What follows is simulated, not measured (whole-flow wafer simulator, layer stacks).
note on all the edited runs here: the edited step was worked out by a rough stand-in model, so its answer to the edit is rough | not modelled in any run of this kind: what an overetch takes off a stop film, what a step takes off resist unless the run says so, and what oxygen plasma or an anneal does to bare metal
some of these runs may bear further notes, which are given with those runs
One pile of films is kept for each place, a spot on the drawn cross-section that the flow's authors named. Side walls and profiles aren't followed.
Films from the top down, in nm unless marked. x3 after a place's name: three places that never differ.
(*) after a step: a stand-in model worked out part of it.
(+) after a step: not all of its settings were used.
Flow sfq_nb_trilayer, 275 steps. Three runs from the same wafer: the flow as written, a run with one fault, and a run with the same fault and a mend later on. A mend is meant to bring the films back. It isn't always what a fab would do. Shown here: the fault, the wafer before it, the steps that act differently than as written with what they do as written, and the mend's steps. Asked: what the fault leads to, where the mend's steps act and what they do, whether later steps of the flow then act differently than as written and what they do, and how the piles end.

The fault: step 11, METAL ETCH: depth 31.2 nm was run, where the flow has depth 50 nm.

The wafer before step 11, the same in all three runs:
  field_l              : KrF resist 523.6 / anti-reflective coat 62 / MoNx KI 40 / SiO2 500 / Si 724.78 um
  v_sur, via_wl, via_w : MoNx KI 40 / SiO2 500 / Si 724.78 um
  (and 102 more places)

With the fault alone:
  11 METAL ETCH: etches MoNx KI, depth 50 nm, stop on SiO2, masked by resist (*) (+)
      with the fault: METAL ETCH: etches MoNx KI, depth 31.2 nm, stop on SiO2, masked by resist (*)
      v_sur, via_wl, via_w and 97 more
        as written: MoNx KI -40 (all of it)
        with the fault: MoNx KI -31.2
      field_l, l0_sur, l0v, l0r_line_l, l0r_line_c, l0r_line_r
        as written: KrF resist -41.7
        with the fault: KrF resist -26
  Later steps of the flow that act differently than as written (8 more steps differ only slightly, by at most 2% or 0.5 nm, whichever is larger, and aren't shown):
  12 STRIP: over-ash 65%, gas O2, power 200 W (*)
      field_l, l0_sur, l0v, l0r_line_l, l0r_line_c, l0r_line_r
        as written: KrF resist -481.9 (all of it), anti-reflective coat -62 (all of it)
        with the fault: KrF resist -497.6 (all of it), anti-reflective coat -62 (all of it)
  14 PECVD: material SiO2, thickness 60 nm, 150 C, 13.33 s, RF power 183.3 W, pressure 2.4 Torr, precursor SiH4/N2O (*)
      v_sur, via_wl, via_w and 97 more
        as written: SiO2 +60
        with the fault: SiO2 +60 (new film)
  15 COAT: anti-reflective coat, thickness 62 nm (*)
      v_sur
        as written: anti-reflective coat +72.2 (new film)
        with the fault: anti-reflective coat +70 (new film)
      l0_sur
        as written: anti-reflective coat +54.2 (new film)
        with the fault: anti-reflective coat +55.8 (new film)
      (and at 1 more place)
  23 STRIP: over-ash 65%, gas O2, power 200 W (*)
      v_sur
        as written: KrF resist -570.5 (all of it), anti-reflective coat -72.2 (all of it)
        with the fault: KrF resist -567.9 (all of it), anti-reflective coat -70 (all of it)
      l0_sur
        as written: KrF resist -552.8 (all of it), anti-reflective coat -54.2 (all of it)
        with the fault: KrF resist -554.4 (all of it), anti-reflective coat -55.8 (all of it)
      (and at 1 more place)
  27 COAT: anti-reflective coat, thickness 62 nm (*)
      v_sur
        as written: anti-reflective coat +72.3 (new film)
        with the fault: anti-reflective coat +70.1 (new film)
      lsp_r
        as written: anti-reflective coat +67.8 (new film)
        with the fault: anti-reflective coat +66.4 (new film)
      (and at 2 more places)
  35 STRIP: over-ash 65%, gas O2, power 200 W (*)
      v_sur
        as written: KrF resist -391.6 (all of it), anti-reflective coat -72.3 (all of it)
        with the fault: KrF resist -389.4 (all of it), anti-reflective coat -70.1 (all of it)
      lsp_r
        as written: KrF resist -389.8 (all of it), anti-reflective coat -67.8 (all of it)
        with the fault: KrF resist -387.2 (all of it), anti-reflective coat -66.4 (all of it)
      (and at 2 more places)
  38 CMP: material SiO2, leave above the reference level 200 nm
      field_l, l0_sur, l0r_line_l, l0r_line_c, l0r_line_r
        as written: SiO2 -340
        with the fault: SiO2 -331.2
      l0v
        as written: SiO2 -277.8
        with the fault: SiO2 -269
  At the end the piles differ from the flow's by more than 2% or 0.5 nm, whichever is larger, at v_sur, via_wl, via_w and 97 more.
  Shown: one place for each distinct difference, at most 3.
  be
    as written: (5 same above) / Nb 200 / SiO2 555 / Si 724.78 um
    with the fault: (5 same above) / Nb 200 / SiO2 55 / MoNx KI 8.8 / SiO2 500 / Si 724.78 um
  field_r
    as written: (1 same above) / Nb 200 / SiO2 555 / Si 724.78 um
    with the fault: (1 same above) / Nb 200 / SiO2 55 / MoNx KI 8.8 / SiO2 500 / Si 724.78 um
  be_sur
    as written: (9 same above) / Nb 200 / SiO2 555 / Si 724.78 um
    with the fault: (9 same above) / Nb 200 / SiO2 55 / MoNx KI 8.8 / SiO2 500 / Si 724.78 um

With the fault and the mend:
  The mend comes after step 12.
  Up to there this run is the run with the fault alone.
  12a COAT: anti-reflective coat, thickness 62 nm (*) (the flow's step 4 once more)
      p4_fl x3, p4_w1 x9, p4_g1 x2 and 59 more
        anti-reflective coat +62 (new film)
      gap, jj_sur, ce_l and 7 more
        anti-reflective coat +63.3 (new film)
      wire, be, be_sur, moat, field_r, lsp_l
        anti-reflective coat +63.4 (new film)
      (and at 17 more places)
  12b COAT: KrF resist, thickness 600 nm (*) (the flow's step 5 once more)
      p4_fl x3, p4_w1 x9, p4_g1 x2 and 59 more
        KrF resist +600 (new film)
      ce_l, c5j, ce_r, sp_r, be_r
        KrF resist +605.2 (new film)
      gap, jj_sur, r_sur, res
        KrF resist +605.3 (new film)
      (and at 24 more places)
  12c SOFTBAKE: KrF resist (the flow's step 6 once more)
      changes no film at any place that is followed
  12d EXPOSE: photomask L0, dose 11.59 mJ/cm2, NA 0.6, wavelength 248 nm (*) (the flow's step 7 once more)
      changes no film at any place that is followed
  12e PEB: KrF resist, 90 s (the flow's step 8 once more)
      p4_fl x3, p4_w1 x9, p4_g1 x2 and 62 more
        KrF resist -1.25
      be, be_sur, gap and 10 more
        KrF resist -1.26
      v_sur, via_w, via_wr and 9 more
        KrF resist -1.27
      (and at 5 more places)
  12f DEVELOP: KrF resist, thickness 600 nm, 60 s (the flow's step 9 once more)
      p4_fl x3, p4_w1 x9, p4_g1 x2 and 59 more
        KrF resist -598.7 (all of it)
      gap, jj_sur, ce_l and 6 more
        KrF resist -604 (all of it)
      field_l, l0_sur, l0v, l0r_line_l, l0r_line_c, l0r_line_r
        KrF resist -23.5
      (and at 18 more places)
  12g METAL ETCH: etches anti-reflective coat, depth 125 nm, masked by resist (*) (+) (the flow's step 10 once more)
      p4_fl x3, p4_w1 x9, p4_g1 x2 and 59 more
        anti-reflective coat -62 (all of it)
      gap, jj_sur, ce_l and 7 more
        anti-reflective coat -63.3 (all of it)
      field_l, l0_sur, l0v, l0r_line_l, l0r_line_c, l0r_line_r
        KrF resist -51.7
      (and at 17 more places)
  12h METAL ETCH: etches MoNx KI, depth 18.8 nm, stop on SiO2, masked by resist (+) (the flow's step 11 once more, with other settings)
      v_sur, via_wl, via_w and 97 more
        MoNx KI -8.8 (all of it)
      field_l, l0_sur, l0v, l0r_line_l, l0r_line_c, l0r_line_r
        KrF resist -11
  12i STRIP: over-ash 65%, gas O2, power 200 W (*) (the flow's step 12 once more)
      l0r_line_l, l0r_line_c, l0r_line_r
        KrF resist -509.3 (all of it), anti-reflective coat -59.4 (all of it)
      field_l
        KrF resist -505.3 (all of it), anti-reflective coat -57.5 (all of it)
      l0_sur
        KrF resist -506.7 (all of it), anti-reflective coat -55.3 (all of it)
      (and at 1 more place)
  No later step of the flow acts differently than as written at any place that is followed.
  At the end the piles are the same as the flow's at every place that both follow.
